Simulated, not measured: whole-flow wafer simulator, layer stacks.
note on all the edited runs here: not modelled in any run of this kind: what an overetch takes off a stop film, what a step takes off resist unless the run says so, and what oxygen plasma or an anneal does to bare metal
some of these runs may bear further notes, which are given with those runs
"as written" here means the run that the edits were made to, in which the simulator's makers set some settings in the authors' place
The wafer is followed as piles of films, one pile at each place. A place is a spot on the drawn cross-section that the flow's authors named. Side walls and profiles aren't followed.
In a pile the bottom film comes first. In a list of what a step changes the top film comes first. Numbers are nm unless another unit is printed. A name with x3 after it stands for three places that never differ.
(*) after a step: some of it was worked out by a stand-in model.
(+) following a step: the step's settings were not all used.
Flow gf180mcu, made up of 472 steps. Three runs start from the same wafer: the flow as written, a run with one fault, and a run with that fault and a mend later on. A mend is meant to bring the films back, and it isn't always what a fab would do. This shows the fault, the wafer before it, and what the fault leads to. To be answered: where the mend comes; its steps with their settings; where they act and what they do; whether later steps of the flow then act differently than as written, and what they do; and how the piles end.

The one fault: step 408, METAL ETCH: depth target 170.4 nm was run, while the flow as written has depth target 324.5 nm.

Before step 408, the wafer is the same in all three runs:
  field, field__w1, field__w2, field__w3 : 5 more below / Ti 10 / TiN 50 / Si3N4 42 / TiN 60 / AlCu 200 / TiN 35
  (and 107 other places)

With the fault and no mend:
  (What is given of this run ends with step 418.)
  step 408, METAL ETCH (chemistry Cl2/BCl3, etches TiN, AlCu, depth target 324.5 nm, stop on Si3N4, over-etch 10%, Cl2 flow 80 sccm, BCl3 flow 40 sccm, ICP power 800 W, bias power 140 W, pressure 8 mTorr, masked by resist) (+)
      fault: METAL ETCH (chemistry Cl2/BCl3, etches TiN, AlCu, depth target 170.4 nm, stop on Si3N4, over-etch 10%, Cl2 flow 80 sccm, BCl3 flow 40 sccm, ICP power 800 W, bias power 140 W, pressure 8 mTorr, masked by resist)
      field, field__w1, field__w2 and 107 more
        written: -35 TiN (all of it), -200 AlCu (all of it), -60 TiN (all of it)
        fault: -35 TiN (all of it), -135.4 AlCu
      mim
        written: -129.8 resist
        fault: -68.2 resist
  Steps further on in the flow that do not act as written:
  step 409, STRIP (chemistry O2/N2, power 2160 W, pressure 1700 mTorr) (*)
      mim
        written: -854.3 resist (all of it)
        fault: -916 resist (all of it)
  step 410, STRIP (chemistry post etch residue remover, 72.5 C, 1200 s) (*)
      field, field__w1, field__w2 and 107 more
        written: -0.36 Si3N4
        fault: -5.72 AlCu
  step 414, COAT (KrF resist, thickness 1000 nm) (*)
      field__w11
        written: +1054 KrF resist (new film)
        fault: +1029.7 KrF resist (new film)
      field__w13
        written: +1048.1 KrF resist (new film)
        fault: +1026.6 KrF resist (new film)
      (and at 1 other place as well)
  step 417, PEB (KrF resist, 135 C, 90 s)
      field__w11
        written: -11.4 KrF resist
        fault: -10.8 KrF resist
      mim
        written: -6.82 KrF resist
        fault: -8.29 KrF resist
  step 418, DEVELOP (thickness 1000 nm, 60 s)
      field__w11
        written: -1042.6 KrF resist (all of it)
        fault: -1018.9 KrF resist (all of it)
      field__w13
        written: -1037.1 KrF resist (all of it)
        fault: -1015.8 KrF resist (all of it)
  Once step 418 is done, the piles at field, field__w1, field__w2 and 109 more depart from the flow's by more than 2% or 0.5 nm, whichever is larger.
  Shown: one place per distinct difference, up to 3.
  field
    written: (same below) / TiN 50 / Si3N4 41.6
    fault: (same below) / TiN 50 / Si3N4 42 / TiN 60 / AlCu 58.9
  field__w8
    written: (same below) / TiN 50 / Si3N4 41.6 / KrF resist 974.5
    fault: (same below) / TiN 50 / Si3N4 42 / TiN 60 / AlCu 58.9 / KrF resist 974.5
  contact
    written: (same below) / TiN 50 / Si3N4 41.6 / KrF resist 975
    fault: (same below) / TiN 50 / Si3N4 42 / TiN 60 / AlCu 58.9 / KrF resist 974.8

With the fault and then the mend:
  After step 410 comes the mend.
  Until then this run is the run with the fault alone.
  step 410a, DEHYDRATE (200 C, 60 s) (the flow's step 401 again)
      leaves every film unchanged at each place that is followed
  step 410b, HMDS (120 C, 60 s) (the flow's step 402 again)
      leaves every film unchanged at each place that is followed
  step 410c, COAT (resist, thickness 1000 nm) (*) (the flow's step 403 again)
      field__w8, m1__w1, iso_ptap_pw and 39 more
        +1000 resist (new film)
      field, ld_gate_p, ld_acc_p, ld_fp_p, ld_drift_p, ld_drn_p, m1_nw
        +1001 resist (new film)
      p_well, sti, spacer, sd_n, mim_1p0, pad, dice_street
        +1000.4 resist (new film)
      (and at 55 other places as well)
  step 410d, SOFTBAKE (resist) (the flow's step 404 again)
      field__w5, field__w9
        -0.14 resist
      field__w2
        +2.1 resist
      field__w3
        +2.21 resist
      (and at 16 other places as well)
  step 410e, EXPOSE (photomask FuseTop) (the flow's step 405 again)
      leaves every film unchanged at each place that is followed
  step 410f, PEB (resist, 70.3 s) (the flow's step 406 again)
      field, field__w1, field__w5 and 97 more
        -15.9 resist
      field__w2, field__w3, field__w12, pplus_u, ppoly_sal
        -16 resist
      field__w7, field__w11, field__w13, ppoly_u, npoly_sal
        -16.1 resist
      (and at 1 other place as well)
  step 410g, DEVELOP (thickness 1000 nm, 60 s) (the flow's step 407 again)
      field__w8, m1__w1, iso_ptap_pw and 39 more
        -984.1 resist (all of it)
      field, ld_sd_p, ld_gate_p, ld_acc_p, ld_fp_p, ld_drift_p, ld_drn_p
        -985.1 resist (all of it)
      field_sub, field_sub__w2, field_sub__w3, field_sub__w4, ld_fp_n, ld_drift_n, ld_drn_n
        -985 resist (all of it)
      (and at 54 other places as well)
  step 410h, METAL ETCH (chemistry Cl2/BCl3, etches TiN, AlCu, depth target 154.1 nm, stop on Si3N4, over-etch 10%, Cl2 flow 80 sccm, BCl3 flow 40 sccm, ICP power 800 W, bias power 140 W, pressure 8 mTorr, masked by resist) (+) (the flow's step 408 again, with other settings)
      field, field__w1, field__w2 and 107 more
        -58.9 AlCu (all of it), -60 TiN (all of it)
      mim
        -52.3 resist
  step 410i, STRIP (chemistry O2/N2, power 2160 W, pressure 1700 mTorr) (*) (the flow's step 409 again)
      mim
        -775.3 resist (all of it)
  step 410j, STRIP (chemistry post etch residue remover, 72.5 C, 1200 s) (*) (the flow's step 410 again)
      field, field__w1, field__w2 and 107 more
        -0.36 Si3N4
      mim
        -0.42 TiN
  None of the later steps of the flow differs from how it acts as written, at any place that is followed, by more than 2% or 0.5 nm, whichever is larger.
  The piles end only slightly different from the flow's at the places that both follow, by no more than 2% or 0.5 nm, whichever is larger.
